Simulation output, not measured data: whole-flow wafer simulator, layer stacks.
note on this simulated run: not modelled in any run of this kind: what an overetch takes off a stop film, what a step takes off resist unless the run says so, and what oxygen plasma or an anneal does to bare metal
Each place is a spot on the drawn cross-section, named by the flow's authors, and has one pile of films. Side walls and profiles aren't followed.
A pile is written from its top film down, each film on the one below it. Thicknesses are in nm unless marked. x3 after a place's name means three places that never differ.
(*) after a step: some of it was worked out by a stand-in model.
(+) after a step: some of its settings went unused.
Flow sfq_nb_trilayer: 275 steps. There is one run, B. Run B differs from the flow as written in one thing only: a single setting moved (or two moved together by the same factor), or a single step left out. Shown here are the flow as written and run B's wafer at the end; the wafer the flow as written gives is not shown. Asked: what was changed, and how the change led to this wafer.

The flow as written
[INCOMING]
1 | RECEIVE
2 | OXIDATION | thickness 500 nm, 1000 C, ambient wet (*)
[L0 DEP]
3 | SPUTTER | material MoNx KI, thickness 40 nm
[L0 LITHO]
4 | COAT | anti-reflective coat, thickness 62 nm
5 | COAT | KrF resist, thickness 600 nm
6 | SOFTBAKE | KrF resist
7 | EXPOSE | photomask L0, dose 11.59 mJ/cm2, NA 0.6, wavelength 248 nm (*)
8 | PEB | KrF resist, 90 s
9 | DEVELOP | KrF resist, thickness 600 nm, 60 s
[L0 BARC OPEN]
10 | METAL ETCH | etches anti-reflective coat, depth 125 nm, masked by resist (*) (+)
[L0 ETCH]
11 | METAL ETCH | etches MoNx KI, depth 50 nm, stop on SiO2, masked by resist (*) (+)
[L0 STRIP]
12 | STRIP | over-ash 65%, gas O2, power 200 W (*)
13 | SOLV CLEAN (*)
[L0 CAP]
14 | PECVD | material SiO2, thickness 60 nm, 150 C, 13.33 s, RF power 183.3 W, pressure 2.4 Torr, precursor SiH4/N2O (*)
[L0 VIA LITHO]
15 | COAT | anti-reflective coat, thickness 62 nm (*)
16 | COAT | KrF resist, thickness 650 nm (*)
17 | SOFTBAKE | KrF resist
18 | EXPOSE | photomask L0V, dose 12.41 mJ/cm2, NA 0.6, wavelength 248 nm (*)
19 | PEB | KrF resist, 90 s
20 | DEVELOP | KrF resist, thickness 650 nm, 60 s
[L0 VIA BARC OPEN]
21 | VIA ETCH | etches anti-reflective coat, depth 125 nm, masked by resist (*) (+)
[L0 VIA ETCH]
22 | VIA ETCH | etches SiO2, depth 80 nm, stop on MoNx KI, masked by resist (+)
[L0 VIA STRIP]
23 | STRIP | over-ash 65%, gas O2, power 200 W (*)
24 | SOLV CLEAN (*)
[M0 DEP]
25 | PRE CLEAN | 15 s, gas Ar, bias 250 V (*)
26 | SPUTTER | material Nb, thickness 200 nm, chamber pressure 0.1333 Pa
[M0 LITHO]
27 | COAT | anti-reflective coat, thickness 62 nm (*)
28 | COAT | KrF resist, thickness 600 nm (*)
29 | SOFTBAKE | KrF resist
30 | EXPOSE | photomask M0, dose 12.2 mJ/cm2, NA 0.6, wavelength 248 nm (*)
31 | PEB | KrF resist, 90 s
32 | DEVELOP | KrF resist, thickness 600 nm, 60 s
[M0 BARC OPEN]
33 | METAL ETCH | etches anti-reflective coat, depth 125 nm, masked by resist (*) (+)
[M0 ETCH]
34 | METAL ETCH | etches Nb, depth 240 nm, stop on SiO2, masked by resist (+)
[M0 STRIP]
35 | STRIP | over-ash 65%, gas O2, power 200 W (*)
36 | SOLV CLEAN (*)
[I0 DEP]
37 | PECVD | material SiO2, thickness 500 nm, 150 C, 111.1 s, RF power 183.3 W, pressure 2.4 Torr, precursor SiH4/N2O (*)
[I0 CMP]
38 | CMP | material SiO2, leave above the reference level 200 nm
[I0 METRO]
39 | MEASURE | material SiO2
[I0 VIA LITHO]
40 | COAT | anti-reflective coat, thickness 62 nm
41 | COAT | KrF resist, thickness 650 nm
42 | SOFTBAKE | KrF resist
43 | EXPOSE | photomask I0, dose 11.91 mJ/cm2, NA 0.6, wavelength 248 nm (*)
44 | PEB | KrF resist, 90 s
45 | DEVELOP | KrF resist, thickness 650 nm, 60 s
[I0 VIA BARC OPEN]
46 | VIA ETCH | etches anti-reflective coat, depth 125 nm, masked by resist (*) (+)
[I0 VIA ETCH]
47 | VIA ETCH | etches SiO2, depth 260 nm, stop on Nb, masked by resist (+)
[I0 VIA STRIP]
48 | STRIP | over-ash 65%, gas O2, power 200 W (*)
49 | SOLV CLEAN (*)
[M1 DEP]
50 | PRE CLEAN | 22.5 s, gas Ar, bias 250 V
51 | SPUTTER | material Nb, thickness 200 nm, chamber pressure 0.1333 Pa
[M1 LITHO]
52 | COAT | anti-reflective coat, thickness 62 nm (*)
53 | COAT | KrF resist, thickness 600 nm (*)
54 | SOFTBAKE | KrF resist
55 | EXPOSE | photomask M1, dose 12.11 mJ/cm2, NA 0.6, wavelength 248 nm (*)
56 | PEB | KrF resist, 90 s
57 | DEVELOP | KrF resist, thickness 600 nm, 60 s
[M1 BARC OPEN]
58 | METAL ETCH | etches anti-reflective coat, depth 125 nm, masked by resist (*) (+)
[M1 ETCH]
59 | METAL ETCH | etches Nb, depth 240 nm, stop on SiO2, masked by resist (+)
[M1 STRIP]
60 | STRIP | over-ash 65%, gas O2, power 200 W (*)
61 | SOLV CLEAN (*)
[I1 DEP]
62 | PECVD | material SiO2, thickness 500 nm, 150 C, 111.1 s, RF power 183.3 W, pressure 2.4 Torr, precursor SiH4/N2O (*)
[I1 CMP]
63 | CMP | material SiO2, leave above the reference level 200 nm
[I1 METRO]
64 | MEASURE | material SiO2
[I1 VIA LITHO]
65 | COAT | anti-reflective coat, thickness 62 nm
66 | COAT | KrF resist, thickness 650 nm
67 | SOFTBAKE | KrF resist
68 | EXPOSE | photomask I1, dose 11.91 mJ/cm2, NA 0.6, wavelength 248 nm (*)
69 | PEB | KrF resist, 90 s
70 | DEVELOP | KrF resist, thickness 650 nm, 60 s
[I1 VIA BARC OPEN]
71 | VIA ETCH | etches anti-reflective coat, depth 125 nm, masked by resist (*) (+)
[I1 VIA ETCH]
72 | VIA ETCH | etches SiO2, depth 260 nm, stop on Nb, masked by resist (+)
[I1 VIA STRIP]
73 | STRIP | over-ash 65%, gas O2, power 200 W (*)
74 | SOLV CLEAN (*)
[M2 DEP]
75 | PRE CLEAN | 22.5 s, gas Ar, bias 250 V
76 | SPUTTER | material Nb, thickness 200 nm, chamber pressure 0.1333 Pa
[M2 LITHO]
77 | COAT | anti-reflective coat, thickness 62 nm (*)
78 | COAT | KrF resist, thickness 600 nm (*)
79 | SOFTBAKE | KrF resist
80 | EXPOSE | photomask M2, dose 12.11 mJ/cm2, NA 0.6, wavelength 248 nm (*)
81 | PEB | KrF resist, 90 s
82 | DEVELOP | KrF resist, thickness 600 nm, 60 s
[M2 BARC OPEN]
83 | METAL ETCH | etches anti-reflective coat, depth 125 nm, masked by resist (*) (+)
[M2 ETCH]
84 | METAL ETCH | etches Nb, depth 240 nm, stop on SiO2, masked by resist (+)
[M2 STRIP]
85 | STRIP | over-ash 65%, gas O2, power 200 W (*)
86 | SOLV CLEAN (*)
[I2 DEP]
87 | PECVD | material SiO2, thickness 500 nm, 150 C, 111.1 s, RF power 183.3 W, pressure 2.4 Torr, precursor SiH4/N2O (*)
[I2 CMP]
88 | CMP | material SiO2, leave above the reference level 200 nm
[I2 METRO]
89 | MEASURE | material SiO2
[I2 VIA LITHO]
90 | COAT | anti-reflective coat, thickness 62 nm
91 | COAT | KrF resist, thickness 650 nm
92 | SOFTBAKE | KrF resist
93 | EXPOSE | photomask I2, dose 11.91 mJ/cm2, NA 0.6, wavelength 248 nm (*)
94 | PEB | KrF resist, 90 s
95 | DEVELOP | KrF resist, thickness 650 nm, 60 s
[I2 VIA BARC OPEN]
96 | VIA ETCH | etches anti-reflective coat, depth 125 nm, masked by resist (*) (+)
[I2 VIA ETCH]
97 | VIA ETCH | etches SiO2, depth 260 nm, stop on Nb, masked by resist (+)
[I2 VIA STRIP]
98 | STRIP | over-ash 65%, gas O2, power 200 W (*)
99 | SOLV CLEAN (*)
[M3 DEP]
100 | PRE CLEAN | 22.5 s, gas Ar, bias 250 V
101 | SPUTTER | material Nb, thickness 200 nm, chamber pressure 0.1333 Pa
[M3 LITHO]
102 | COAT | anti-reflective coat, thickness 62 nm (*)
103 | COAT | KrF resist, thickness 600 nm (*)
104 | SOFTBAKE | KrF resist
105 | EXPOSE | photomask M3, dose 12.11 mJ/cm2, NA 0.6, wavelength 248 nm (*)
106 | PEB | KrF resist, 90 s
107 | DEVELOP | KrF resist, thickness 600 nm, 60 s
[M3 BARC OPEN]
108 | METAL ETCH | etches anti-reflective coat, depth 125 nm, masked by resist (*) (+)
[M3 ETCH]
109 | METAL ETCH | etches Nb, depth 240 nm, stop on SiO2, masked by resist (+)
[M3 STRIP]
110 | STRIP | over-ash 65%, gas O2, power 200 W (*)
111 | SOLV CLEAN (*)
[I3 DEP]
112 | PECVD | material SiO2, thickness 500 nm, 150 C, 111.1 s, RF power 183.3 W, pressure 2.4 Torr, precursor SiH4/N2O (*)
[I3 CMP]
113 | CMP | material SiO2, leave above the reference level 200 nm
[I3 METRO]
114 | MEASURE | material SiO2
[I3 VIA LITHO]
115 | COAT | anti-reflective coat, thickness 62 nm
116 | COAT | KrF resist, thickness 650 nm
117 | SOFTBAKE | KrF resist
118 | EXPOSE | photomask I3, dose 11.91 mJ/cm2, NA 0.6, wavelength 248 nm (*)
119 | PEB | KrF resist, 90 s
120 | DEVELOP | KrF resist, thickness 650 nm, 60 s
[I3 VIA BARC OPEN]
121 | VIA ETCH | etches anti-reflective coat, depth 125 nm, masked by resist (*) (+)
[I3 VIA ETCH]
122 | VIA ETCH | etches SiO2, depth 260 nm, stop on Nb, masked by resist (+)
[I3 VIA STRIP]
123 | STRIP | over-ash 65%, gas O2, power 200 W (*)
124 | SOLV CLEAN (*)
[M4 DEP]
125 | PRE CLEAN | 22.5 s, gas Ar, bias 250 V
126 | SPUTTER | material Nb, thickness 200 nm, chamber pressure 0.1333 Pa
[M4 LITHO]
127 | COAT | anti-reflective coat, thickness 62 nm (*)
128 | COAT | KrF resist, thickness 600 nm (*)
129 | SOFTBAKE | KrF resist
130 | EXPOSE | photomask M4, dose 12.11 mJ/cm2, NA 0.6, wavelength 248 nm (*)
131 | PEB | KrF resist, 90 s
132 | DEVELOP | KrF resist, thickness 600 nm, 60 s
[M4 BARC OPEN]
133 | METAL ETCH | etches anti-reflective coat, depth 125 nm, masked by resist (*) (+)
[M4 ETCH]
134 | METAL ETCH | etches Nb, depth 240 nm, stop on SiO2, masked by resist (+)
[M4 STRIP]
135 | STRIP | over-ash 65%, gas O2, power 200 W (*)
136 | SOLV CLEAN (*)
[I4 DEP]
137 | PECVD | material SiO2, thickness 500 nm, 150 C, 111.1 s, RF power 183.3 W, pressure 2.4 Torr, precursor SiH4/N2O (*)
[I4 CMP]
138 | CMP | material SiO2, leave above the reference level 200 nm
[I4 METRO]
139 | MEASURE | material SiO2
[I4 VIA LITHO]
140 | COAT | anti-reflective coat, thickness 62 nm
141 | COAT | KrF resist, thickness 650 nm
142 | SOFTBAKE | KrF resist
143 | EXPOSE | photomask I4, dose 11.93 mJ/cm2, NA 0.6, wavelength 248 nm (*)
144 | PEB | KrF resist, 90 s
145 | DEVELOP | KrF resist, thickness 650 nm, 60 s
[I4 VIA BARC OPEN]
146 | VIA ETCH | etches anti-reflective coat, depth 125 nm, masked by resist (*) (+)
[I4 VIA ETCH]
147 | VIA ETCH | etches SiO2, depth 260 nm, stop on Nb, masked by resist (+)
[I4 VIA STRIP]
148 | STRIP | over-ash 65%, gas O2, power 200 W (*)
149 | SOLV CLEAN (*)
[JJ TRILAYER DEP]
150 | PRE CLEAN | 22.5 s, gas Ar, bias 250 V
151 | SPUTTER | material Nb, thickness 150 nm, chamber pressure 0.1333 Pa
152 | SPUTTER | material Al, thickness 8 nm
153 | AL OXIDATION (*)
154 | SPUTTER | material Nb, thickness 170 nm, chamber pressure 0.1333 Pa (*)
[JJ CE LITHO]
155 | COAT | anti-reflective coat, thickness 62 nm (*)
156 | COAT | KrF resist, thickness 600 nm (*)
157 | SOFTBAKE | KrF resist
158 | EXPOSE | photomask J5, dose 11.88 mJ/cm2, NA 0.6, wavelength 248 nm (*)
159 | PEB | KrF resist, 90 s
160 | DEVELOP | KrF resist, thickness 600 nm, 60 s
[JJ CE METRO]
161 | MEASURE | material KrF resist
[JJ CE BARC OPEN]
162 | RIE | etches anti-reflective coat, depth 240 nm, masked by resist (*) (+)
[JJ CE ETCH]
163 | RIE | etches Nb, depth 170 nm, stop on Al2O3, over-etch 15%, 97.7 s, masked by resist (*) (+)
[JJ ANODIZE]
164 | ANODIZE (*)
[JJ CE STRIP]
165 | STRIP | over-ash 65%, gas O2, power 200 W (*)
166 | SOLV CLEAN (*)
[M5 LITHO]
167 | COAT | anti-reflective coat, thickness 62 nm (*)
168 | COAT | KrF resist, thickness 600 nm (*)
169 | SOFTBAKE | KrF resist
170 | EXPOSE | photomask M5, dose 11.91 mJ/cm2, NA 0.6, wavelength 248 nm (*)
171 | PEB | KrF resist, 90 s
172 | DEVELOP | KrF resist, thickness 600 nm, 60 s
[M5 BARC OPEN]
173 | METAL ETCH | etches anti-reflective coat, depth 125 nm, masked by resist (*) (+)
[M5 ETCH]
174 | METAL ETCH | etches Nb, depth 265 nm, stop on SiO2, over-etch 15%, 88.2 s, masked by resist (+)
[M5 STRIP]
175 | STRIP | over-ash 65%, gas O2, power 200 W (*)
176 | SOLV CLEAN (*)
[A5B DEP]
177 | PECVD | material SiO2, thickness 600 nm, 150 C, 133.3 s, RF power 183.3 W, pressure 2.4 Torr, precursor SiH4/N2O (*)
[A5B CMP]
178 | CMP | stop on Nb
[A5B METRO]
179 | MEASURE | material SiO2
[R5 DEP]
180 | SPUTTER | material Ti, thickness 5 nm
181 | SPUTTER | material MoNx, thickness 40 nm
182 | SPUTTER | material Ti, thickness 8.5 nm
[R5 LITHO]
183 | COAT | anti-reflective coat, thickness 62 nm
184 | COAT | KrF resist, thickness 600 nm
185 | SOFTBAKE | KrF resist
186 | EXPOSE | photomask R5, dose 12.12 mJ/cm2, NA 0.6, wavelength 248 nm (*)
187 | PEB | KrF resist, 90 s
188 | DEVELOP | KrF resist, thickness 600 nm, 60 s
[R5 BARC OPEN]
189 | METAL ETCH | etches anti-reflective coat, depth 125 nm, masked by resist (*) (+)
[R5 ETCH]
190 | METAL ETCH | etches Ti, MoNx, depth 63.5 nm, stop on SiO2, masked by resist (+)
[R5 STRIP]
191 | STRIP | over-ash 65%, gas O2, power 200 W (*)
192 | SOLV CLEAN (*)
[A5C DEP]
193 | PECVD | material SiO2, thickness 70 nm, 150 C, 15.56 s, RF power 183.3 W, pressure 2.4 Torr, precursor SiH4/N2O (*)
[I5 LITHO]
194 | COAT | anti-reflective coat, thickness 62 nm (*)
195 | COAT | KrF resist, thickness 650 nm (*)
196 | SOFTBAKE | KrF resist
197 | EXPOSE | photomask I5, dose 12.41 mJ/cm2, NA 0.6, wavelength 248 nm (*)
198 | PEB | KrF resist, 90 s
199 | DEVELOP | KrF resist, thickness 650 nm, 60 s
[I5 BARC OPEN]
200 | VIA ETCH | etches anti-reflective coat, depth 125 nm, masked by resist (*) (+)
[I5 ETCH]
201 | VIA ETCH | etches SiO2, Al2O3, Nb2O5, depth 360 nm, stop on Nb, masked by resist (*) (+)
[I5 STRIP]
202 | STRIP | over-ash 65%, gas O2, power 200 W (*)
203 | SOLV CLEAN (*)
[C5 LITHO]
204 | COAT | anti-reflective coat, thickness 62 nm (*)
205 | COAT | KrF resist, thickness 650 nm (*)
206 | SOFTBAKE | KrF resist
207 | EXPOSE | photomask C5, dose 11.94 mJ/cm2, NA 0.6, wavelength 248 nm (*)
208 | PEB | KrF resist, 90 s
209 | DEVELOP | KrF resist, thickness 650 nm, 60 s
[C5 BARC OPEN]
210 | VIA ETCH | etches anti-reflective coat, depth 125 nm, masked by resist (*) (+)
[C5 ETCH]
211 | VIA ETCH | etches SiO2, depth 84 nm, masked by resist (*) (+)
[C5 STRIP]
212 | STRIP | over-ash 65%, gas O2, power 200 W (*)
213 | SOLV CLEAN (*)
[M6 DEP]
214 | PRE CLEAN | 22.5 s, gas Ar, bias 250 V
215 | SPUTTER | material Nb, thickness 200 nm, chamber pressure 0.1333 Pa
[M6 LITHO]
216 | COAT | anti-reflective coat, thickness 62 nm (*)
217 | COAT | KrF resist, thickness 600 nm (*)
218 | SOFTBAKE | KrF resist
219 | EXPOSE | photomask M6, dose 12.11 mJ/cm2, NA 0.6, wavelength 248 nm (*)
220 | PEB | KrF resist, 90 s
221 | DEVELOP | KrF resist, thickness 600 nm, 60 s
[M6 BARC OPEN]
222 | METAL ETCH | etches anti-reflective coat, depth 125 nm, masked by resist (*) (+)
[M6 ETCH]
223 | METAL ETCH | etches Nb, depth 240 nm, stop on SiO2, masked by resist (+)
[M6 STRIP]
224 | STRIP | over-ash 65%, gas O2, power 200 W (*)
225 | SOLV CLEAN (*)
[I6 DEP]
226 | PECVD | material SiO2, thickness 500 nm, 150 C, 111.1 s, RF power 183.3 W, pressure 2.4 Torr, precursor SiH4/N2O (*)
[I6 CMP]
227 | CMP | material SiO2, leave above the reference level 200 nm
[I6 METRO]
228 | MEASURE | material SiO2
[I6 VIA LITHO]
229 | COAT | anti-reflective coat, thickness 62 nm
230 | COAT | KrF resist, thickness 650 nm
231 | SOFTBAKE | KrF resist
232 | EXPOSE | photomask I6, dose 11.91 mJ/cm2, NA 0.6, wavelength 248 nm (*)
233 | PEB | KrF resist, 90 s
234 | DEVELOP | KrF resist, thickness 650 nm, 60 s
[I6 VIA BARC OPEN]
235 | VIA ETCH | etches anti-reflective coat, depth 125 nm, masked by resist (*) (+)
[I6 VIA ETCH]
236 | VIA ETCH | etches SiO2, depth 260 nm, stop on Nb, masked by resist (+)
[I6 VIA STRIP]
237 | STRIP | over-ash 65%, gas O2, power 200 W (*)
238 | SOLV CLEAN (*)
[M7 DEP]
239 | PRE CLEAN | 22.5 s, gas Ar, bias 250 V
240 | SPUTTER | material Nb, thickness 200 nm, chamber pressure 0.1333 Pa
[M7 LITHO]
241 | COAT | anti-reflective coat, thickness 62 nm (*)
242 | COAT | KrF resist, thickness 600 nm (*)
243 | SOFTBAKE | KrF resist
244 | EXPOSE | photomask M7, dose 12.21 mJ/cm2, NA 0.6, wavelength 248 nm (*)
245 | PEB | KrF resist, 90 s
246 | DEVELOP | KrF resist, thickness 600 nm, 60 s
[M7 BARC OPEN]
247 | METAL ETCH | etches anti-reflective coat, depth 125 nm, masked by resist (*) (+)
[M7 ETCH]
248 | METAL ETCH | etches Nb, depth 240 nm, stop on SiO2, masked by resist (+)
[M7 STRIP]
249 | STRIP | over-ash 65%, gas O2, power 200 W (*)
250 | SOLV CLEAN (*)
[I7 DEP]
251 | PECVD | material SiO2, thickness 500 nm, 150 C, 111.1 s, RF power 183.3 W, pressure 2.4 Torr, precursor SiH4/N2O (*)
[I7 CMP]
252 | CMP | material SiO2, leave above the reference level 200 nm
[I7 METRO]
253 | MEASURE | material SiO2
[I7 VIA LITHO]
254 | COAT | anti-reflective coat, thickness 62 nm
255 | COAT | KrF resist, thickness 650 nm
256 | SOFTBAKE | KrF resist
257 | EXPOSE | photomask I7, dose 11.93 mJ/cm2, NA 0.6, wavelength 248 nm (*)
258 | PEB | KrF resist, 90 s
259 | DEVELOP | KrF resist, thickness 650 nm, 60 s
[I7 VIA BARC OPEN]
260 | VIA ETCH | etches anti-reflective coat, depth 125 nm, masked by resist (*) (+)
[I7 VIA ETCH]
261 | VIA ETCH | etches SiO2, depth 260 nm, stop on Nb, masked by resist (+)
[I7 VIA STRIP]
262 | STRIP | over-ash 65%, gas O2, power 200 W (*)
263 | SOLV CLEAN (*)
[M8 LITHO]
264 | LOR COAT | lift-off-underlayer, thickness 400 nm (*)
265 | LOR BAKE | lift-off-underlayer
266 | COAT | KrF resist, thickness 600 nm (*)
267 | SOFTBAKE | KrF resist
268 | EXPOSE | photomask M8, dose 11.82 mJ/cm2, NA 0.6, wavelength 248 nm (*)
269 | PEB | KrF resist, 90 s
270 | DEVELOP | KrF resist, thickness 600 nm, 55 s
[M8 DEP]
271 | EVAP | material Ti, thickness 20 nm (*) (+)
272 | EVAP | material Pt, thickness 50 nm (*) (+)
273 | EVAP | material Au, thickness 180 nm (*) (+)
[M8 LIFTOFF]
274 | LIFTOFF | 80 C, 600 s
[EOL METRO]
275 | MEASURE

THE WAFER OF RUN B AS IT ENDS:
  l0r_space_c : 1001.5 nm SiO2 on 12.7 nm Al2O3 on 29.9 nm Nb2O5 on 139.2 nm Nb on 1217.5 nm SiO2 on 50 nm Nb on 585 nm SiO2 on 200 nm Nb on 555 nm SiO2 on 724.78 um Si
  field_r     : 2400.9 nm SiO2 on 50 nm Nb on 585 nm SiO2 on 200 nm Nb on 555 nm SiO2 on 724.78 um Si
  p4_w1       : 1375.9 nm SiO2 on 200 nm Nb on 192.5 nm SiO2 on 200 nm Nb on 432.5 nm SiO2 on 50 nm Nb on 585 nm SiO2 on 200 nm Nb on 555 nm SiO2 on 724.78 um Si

What caused this: step 76, SPUTTER: thickness 290 nm was run, whereas the flow has thickness 200 nm.

The path from the change to this, step by step:
  76 | SPUTTER | material Nb, thickness 200 nm, chamber pressure 0.1333 Pa
      field_l, v_sur, via_wl and 102 more: Nb gains 290 (new film) (as written it would have been: Nb gains 200 (new film))
      via_v: Nb gains 254.4 (as written it would have been: Nb gains 174.5)
  84 | METAL ETCH | etches Nb, depth 240 nm, stop on SiO2, masked by resist (+)
      field_l, be, be_sur and 81 more: Nb loses 240 (as written it would have been: Nb loses 200 (all of it))
  87 | PECVD | material SiO2, thickness 500 nm, 150 C, 111.1 s, RF power 183.3 W, pressure 2.4 Torr, precursor SiH4/N2O (*)
      field_l, be, be_sur and 81 more: SiO2 gains 500 (new film) (as written it would have been: SiO2 gains 500)
      via_v: SiO2 gains 591.6 (new film) (as written it would have been: SiO2 gains 606 (new film))
  88 | CMP | material SiO2, leave above the reference level 200 nm
      field_l, be, be_sur and 81 more: SiO2 loses 60 (as written it would have been: SiO2 loses 100)
      via_v: SiO2 loses 157.1 (as written it would have been: SiO2 loses 181.6)
Taking metal films that touch as one body, l0r_space_c has 3 bodies (between them, from the top down: SiO2 1217.5; SiO2 585); the flow as written gives 2 bodies (between them, from the top down: SiO2 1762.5).
Taking metal films that touch as one body, field_r has 2 bodies (between them, from the top down: SiO2 585); the flow as written gives 1 body.
Taking metal films that touch as one body, p4_w1 has 4 bodies (between them, from the top down: SiO2 192.5; SiO2 432.5; SiO2 585); the flow as written gives 3 bodies (between them, from the top down: SiO2 192.5; SiO2 977.5).
